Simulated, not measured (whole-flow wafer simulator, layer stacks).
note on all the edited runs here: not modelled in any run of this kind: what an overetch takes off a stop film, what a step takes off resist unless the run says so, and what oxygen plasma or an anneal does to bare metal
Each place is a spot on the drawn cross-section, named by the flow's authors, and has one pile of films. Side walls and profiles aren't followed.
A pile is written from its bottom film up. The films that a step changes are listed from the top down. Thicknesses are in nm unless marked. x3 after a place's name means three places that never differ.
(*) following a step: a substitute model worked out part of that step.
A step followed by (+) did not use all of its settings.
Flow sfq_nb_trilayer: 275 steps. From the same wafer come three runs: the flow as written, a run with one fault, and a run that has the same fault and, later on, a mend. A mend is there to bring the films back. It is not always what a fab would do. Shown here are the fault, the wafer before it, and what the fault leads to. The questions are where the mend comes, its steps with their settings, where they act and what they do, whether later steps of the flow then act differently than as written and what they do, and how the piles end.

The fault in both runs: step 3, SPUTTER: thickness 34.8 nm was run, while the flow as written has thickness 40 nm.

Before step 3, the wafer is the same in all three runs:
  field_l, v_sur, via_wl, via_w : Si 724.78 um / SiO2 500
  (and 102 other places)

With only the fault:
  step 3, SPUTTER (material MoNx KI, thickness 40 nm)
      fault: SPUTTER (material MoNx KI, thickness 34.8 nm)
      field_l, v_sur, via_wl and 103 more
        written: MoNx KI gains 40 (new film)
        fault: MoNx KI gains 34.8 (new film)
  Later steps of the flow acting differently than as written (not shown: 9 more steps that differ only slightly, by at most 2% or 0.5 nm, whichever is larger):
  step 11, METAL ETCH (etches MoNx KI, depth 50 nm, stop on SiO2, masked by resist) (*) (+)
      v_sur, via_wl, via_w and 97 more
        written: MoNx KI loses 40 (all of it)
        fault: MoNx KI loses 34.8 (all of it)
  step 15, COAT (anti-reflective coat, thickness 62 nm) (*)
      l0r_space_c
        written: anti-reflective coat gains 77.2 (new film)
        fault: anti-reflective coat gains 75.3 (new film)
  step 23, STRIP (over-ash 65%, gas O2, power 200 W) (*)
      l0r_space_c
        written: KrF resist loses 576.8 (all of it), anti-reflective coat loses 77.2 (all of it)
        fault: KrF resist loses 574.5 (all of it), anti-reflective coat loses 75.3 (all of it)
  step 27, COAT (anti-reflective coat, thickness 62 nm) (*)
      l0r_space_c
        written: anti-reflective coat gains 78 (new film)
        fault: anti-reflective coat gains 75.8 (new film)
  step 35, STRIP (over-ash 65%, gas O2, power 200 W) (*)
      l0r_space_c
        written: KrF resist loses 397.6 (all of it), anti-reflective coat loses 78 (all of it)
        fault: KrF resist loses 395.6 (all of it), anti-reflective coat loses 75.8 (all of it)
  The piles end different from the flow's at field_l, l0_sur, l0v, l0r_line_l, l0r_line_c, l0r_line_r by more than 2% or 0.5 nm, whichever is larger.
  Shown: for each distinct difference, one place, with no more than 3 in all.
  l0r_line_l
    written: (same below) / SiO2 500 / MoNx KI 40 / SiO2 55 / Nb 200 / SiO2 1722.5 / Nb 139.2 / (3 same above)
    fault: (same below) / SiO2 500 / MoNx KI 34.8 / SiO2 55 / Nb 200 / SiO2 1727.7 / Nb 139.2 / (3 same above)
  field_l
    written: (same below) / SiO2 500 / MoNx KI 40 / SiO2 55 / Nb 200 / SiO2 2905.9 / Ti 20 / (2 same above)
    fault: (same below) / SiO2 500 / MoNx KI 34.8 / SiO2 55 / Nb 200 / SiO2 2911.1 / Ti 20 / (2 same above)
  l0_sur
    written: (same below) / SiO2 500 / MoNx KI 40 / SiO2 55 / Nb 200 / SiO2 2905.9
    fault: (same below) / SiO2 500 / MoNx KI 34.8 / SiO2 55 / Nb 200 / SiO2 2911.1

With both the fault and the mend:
  After step 3 comes the mend.
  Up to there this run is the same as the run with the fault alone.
  step 3a, SPUTTER (material MoNx KI, thickness 5.2 nm) (the flow's step 3 again, with other settings)
      field_l, v_sur, via_wl and 103 more
        MoNx KI gains 5.2
  Every later step of the flow that is run acts as written at every place that is followed.
  At every place that both follow, the piles at the end match the flow's.
